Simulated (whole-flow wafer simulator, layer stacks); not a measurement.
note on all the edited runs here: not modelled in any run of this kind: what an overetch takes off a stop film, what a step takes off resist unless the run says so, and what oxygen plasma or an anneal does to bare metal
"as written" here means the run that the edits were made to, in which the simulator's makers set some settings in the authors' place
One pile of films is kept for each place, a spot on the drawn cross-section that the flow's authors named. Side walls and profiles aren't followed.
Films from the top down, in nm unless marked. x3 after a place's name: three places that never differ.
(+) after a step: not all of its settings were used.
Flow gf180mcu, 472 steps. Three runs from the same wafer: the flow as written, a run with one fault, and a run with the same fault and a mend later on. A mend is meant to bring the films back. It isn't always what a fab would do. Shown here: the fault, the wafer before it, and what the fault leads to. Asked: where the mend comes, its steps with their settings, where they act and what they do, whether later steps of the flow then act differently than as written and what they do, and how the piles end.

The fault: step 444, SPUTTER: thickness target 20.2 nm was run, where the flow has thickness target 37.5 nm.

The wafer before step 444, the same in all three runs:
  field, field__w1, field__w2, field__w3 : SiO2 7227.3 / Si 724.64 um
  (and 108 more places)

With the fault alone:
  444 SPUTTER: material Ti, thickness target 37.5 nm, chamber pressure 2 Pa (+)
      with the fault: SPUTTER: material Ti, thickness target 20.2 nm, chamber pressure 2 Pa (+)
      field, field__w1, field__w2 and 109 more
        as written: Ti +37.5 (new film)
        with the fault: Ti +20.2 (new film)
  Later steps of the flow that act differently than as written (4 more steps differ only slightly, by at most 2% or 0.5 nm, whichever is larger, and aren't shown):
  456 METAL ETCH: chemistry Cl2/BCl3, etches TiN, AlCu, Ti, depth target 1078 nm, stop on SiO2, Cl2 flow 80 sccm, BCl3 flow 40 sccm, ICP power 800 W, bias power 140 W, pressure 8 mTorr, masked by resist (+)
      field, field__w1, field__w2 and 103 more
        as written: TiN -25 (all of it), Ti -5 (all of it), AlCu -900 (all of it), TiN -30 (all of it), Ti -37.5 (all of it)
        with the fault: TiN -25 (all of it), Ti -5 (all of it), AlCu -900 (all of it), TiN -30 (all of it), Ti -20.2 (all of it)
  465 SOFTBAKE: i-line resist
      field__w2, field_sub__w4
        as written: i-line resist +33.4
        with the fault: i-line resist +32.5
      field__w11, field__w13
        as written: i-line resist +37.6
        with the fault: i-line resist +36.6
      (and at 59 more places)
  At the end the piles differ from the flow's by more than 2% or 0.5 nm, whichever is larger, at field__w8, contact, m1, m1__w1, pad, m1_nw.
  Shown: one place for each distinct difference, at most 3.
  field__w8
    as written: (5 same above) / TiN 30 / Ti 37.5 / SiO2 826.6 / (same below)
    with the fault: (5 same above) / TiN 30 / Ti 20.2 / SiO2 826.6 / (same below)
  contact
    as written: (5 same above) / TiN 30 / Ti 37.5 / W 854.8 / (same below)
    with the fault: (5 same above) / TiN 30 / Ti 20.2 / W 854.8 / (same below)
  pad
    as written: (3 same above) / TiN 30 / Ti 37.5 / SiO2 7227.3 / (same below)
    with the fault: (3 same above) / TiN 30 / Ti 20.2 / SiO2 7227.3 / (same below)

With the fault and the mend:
  The mend comes after step 444.
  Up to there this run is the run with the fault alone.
  444a SPUTTER: material Ti, thickness target 17.3 nm, chamber pressure 2 Pa (+) (the flow's step 444 once more, with other settings)
      field, field__w1, field__w2 and 109 more
        Ti +17.3
  No later step of the flow acts differently than as written at any place that is followed.
  At the end the piles are the same as the flow's at every place that both follow.
